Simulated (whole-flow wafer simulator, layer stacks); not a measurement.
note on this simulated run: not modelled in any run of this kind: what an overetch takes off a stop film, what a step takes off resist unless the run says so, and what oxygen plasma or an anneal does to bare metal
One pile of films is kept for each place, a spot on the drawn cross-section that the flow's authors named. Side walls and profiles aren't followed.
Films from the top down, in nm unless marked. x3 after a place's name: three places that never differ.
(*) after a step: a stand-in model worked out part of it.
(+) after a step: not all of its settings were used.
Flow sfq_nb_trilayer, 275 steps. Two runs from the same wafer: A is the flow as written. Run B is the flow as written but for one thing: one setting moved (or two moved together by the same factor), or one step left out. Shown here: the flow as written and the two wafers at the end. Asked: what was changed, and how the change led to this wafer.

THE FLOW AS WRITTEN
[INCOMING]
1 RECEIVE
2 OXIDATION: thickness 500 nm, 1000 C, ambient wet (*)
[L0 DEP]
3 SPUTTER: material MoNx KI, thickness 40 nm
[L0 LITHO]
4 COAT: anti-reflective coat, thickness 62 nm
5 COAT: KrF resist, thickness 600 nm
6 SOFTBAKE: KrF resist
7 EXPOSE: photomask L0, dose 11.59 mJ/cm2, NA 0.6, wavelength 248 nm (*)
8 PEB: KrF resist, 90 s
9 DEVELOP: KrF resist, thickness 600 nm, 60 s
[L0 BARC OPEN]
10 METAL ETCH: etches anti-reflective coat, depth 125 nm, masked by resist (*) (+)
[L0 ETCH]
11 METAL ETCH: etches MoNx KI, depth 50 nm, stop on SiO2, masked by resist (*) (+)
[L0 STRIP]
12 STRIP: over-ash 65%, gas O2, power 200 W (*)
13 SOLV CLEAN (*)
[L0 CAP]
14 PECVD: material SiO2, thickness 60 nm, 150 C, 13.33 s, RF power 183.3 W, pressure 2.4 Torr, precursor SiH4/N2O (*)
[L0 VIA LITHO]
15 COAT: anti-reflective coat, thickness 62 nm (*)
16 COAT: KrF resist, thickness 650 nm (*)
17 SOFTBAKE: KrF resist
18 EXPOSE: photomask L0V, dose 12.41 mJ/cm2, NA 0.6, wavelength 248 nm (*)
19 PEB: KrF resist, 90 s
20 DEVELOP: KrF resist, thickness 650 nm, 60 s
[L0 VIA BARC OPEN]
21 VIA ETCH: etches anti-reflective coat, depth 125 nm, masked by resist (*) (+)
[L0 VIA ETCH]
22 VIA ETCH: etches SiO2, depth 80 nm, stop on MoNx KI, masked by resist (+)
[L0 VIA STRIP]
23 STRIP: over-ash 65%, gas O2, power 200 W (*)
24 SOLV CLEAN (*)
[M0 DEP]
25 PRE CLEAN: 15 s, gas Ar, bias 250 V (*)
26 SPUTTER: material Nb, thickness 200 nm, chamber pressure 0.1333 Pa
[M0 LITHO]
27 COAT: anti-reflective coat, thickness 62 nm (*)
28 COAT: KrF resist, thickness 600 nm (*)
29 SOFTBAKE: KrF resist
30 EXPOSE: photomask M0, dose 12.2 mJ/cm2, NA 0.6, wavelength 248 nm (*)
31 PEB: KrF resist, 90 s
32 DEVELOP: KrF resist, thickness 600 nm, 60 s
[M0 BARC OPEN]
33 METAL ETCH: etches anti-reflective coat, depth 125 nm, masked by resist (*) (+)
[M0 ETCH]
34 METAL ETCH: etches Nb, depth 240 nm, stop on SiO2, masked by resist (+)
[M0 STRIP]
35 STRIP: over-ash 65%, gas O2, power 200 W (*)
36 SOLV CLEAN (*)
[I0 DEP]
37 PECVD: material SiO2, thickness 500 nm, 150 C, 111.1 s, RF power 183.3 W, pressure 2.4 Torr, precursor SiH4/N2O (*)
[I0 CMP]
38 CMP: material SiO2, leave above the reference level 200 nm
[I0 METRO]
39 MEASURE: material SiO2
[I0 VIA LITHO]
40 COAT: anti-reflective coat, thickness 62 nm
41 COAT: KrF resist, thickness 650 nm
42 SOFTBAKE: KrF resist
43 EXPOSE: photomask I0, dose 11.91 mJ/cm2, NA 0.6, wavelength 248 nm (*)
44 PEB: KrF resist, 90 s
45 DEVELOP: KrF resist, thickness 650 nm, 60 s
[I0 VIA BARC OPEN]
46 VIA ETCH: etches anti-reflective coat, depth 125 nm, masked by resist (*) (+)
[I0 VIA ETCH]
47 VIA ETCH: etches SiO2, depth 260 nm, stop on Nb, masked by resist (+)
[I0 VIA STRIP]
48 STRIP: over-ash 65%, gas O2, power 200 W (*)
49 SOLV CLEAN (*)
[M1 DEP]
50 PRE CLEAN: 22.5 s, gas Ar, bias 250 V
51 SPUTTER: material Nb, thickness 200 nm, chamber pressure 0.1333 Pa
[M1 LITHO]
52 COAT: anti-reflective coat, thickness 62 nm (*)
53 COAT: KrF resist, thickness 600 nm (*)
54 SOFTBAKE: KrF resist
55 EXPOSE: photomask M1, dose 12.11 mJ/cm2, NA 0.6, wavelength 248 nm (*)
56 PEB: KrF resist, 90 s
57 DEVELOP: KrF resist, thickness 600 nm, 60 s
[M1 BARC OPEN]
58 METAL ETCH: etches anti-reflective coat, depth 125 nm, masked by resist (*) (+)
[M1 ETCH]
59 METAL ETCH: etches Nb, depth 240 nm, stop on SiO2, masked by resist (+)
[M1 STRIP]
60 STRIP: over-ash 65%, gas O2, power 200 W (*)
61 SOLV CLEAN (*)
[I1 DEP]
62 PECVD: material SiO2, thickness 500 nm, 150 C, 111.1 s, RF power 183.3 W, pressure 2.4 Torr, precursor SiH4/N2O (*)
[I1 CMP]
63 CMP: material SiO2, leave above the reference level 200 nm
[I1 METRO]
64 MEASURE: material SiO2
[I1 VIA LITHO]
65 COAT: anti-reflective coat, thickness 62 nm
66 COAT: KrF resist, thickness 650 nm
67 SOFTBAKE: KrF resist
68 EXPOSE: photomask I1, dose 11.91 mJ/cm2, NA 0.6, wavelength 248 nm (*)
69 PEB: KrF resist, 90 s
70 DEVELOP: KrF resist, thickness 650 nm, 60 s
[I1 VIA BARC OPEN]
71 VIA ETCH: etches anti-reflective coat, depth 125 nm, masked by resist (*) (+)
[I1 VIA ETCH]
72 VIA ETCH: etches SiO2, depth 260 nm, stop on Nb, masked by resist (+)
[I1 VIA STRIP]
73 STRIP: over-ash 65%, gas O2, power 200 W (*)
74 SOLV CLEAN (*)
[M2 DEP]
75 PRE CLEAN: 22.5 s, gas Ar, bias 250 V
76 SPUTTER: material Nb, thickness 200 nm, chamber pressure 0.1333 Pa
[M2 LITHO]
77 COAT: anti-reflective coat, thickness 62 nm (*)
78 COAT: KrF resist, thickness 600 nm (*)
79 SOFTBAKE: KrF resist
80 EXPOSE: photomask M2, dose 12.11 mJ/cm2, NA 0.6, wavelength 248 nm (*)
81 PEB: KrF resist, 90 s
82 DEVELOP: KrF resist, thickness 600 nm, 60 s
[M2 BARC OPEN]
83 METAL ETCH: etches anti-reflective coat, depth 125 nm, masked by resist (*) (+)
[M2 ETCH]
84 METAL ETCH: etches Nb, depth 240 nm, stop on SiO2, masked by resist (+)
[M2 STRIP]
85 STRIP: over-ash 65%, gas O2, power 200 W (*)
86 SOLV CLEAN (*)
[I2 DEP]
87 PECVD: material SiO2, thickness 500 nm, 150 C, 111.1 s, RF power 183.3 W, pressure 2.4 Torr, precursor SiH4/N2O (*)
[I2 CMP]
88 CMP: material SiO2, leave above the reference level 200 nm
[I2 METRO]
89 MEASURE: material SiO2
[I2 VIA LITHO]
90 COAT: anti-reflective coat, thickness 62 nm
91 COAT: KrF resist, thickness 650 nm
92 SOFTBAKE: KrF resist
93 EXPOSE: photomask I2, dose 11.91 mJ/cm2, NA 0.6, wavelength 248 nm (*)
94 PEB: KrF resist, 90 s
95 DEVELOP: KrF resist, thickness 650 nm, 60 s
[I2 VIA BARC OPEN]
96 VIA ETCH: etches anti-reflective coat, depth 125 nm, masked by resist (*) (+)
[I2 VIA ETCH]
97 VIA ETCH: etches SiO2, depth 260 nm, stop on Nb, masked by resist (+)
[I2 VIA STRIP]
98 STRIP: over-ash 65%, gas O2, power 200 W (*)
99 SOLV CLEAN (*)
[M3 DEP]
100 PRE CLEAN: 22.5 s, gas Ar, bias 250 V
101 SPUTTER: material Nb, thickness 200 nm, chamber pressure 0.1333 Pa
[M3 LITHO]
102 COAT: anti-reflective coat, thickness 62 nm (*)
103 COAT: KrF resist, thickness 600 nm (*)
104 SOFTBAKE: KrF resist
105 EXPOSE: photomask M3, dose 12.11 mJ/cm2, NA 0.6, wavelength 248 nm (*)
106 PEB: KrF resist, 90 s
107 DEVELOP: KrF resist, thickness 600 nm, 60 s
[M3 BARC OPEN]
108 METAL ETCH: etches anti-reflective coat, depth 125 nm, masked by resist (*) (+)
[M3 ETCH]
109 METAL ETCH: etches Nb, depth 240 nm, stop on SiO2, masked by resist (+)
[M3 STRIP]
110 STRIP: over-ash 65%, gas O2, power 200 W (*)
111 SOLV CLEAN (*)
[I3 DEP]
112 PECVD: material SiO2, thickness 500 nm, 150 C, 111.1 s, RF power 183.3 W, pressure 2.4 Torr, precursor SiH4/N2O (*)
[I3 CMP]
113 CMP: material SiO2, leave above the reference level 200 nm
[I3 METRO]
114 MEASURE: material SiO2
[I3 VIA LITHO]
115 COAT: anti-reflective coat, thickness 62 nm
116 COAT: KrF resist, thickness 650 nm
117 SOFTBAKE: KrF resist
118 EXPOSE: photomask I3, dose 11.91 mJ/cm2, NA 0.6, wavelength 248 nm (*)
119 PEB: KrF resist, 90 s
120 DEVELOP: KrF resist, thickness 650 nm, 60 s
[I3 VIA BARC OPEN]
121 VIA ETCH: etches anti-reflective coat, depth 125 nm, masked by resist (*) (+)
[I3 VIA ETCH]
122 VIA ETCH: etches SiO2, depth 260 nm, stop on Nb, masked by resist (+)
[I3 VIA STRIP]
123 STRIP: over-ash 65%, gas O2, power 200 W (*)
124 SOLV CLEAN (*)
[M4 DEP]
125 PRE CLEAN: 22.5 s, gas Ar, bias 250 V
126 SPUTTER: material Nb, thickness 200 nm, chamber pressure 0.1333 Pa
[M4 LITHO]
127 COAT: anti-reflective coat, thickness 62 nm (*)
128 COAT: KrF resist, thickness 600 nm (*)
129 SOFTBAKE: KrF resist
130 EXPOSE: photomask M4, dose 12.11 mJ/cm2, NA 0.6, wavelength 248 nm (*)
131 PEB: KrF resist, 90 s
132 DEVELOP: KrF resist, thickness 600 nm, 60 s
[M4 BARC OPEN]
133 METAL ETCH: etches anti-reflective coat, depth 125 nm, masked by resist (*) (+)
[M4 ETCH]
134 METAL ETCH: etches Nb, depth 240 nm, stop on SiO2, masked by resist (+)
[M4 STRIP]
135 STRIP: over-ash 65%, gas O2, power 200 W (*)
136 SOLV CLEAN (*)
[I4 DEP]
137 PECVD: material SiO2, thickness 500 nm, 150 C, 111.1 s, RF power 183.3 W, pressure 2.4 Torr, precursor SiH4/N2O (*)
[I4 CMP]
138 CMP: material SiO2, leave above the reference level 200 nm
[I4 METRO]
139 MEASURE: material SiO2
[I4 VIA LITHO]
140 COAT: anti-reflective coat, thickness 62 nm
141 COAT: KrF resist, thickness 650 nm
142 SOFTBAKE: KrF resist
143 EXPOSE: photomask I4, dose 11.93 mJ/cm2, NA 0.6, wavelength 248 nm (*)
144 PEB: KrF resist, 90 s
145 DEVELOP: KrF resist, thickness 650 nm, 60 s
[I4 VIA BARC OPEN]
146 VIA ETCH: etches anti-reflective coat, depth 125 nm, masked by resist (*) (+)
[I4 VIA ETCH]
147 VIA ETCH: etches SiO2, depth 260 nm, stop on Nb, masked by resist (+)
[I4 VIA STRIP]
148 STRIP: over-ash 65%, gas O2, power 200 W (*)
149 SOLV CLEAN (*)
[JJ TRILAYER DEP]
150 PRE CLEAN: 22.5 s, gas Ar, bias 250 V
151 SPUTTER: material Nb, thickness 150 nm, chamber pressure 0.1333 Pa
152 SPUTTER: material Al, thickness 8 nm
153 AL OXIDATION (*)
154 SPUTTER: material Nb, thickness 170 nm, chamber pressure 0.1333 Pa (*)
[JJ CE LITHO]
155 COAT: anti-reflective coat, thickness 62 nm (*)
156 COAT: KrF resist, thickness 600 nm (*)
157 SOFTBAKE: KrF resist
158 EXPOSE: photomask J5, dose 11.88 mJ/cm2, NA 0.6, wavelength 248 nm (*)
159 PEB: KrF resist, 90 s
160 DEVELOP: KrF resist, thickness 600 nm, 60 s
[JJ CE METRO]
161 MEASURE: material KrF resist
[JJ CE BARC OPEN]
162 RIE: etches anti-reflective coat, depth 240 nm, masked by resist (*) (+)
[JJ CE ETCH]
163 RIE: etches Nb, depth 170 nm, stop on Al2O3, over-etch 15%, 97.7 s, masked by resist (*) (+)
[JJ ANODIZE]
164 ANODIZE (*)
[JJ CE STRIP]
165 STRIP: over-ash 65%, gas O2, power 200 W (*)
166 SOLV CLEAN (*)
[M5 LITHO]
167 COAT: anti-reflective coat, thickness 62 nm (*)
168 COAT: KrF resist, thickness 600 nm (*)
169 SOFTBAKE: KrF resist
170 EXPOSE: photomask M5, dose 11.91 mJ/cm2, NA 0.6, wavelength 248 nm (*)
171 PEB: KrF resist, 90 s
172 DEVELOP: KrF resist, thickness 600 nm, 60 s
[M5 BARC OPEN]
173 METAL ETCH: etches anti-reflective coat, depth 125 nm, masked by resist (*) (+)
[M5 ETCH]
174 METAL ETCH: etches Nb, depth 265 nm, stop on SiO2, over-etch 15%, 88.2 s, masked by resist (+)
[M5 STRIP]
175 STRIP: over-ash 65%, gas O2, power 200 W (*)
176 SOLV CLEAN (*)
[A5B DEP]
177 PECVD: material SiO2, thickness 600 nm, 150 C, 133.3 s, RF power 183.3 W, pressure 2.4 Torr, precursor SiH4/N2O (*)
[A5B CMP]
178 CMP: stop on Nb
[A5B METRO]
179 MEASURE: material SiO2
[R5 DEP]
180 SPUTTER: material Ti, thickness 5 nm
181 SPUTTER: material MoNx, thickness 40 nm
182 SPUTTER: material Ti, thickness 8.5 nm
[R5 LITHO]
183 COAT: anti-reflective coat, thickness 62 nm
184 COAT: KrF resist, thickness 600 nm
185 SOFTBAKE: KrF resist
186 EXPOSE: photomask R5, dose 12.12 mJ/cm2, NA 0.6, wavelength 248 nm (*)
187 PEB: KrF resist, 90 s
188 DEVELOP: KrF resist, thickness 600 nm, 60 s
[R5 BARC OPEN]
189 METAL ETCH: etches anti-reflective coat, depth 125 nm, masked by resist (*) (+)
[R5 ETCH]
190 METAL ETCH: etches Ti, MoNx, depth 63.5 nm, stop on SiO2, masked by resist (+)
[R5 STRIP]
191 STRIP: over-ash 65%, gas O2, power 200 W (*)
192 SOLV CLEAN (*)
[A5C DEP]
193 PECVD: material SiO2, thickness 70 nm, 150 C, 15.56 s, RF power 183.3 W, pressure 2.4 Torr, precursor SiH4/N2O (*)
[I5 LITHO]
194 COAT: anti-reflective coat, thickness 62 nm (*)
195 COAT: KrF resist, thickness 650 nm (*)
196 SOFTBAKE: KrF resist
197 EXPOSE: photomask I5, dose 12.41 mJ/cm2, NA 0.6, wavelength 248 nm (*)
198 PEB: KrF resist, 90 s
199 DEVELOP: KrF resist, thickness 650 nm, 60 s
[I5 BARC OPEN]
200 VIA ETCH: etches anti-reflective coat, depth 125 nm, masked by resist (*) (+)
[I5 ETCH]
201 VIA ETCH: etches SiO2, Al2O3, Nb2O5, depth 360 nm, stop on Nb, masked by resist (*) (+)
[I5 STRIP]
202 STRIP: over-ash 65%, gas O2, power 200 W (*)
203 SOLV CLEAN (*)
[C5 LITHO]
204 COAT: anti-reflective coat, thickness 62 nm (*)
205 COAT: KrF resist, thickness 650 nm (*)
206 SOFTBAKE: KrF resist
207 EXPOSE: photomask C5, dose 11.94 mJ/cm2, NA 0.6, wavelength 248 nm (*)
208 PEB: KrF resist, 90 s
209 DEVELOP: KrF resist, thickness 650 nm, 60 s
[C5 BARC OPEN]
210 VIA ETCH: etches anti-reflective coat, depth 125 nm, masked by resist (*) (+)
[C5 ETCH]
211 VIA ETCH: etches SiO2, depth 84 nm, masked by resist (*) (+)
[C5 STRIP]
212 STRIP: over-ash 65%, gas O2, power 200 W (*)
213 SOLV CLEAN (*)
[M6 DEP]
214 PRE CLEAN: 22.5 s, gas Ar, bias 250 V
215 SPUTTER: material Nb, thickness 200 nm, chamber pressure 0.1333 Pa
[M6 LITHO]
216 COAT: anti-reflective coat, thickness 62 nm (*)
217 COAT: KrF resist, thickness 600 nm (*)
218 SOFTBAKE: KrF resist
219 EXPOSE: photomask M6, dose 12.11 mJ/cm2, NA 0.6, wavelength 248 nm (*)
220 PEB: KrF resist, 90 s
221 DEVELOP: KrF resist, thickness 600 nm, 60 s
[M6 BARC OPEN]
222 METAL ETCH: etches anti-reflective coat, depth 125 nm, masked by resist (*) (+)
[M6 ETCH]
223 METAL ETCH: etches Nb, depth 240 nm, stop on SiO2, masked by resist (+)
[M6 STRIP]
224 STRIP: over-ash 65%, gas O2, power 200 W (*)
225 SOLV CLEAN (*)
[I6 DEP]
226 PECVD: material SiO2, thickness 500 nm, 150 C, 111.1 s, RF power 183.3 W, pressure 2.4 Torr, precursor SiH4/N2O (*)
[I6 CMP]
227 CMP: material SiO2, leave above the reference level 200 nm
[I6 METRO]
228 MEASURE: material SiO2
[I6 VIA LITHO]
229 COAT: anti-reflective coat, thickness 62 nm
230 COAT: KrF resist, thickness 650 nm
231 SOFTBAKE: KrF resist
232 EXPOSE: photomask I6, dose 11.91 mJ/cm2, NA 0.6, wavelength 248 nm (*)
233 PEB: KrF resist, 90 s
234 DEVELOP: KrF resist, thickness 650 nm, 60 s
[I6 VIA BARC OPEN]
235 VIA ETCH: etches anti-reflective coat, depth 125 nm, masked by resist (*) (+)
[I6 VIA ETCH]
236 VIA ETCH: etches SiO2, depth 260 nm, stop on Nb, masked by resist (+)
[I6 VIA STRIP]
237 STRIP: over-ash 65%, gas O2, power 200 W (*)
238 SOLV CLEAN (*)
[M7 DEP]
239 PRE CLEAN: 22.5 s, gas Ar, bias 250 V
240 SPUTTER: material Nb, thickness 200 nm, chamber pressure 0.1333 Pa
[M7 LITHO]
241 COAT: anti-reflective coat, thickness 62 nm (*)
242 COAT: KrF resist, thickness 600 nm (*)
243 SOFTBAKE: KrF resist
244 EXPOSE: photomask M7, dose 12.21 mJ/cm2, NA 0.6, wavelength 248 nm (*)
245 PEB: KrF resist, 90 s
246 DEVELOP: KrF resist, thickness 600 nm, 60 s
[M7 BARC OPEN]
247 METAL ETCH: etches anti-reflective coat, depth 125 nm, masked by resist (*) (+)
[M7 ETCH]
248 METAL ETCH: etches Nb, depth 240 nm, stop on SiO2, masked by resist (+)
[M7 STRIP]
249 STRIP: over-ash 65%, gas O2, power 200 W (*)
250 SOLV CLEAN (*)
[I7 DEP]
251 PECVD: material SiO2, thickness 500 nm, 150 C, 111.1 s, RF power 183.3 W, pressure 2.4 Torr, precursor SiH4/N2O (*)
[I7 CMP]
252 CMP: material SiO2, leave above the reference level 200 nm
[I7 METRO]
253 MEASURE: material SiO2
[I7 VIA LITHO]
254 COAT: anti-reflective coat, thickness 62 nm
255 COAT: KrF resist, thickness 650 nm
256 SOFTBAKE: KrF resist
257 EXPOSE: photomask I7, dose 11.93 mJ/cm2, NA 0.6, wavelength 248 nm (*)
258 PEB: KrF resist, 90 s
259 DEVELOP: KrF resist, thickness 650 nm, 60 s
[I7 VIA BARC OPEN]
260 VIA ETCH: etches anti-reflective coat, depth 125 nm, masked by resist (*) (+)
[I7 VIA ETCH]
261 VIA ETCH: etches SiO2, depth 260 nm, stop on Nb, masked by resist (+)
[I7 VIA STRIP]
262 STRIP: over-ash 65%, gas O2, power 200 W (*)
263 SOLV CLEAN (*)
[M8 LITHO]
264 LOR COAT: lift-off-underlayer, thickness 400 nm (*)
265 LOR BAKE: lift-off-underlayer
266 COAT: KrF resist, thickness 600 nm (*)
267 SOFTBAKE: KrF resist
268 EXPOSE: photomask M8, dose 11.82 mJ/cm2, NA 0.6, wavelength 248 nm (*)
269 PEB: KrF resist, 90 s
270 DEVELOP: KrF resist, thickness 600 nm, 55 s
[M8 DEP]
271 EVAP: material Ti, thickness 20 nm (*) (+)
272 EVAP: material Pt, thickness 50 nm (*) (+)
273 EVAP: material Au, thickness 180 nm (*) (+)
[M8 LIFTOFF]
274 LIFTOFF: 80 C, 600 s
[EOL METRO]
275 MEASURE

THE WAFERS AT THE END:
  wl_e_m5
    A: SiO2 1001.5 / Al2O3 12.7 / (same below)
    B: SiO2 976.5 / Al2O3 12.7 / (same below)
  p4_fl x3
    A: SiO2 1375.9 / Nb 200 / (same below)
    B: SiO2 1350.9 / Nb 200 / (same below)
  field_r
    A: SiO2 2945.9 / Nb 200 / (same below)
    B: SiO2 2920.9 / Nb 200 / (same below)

The cause: step 240, SPUTTER: thickness 175 nm was run, where the flow has thickness 200 nm.

How the change led to this, step by step:
  240 SPUTTER: material Nb, thickness 200 nm, chamber pressure 0.1333 Pa
      field_l, v_sur, via_wl and 102 more: A Nb +200 (new film) | B Nb +175 (new film)
      via_v: A Nb +161.1 | B Nb +140.9
  248 METAL ETCH: etches Nb, depth 240 nm, stop on SiO2, masked by resist (+)
      field_l, field_r, lsp_l and 62 more: A Nb -200 (all of it) | B Nb -175 (all of it)
  251 PECVD: material SiO2, thickness 500 nm, 150 C, 111.1 s, RF power 183.3 W, pressure 2.4 Torr, precursor SiH4/N2O (*)
      m7r_space_l x2: A SiO2 +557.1 | B SiO2 +532.1
  252 CMP: material SiO2, leave above the reference level 200 nm
      field_l, p4_fl x3, p4_w1 x9 and 46 more: A SiO2 -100 | B SiO2 -125
      field_r, lsp_l: A SiO2 -77.7 | B SiO2 -105.5
      (and at 2 more places)
